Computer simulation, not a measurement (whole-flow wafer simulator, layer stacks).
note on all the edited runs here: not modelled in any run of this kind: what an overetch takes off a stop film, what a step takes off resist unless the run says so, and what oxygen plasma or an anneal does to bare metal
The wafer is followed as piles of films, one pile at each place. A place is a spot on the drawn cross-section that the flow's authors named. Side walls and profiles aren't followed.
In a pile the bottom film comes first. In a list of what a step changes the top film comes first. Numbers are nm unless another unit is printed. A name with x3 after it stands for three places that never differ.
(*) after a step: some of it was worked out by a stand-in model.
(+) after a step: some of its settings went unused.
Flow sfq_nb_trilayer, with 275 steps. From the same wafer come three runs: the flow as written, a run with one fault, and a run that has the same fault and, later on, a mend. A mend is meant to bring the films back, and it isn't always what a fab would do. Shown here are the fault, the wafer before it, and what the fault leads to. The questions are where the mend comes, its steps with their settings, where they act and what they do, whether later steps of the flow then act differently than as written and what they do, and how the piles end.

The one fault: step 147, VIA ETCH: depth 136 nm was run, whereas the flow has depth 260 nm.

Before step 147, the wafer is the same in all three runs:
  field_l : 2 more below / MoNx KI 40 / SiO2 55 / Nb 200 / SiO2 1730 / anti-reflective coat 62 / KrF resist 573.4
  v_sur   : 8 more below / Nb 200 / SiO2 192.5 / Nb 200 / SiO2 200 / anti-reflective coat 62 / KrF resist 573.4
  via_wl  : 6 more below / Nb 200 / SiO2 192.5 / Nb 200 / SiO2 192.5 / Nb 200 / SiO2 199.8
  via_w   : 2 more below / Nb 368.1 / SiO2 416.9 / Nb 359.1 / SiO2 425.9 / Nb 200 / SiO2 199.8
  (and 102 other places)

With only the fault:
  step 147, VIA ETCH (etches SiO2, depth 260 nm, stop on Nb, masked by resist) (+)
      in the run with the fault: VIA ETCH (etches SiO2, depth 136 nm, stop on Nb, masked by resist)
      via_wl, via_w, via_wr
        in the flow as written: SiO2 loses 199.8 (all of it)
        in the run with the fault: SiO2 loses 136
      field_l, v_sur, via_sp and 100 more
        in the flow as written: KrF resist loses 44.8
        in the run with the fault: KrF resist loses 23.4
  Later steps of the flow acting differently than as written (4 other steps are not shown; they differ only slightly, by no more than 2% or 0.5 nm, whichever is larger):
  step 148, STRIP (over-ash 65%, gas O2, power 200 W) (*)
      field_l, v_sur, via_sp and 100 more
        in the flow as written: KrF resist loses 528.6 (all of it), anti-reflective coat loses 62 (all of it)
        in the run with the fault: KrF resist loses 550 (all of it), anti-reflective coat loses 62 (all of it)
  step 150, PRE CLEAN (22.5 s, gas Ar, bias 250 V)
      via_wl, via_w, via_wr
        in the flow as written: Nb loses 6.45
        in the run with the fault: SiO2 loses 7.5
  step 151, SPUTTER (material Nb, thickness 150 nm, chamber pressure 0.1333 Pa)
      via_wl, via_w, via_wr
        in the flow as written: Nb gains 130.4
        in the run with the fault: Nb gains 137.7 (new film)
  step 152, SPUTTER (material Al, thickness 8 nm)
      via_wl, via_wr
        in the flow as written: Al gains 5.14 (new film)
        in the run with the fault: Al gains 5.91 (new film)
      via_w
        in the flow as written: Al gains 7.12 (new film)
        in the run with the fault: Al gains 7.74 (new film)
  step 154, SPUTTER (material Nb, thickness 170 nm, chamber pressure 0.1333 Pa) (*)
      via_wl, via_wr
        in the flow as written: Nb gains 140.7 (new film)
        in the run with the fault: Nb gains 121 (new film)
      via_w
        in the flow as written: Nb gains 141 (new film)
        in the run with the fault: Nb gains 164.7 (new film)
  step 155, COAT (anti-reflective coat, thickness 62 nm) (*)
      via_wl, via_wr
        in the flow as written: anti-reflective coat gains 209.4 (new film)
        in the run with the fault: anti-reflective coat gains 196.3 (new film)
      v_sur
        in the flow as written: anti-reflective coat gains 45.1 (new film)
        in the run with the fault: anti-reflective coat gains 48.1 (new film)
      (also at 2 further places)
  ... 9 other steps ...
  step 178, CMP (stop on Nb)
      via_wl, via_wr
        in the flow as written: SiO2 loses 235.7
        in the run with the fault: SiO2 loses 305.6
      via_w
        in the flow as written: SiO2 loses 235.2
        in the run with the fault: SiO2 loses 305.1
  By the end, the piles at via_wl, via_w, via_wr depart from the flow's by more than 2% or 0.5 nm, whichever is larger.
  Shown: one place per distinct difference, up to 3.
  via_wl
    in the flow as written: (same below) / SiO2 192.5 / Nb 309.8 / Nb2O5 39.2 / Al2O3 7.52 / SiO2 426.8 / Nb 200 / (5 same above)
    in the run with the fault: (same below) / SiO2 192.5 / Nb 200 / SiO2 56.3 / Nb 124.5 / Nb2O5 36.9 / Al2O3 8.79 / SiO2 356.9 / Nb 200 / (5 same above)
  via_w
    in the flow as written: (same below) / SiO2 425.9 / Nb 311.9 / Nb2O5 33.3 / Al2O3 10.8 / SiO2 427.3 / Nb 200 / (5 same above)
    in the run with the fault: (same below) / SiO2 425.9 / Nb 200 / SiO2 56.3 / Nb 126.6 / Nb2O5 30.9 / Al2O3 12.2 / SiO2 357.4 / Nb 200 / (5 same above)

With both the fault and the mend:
  After step 147 comes the mend.
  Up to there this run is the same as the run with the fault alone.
  step 147a, VIA ETCH (etches SiO2, depth 124 nm, stop on Nb, masked by resist) (+) (the flow's step 147, run once more with other settings)
      field_l, v_sur, via_sp and 100 more
        KrF resist loses 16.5
      via_wl, via_w, via_wr
        SiO2 loses 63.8 (all of it)
  Later steps of the flow that are run all act as written at every place that is followed, up to a difference of at most 2% or 0.5 nm, whichever is larger.
  The piles end the same as the flow's at every place that both follow.
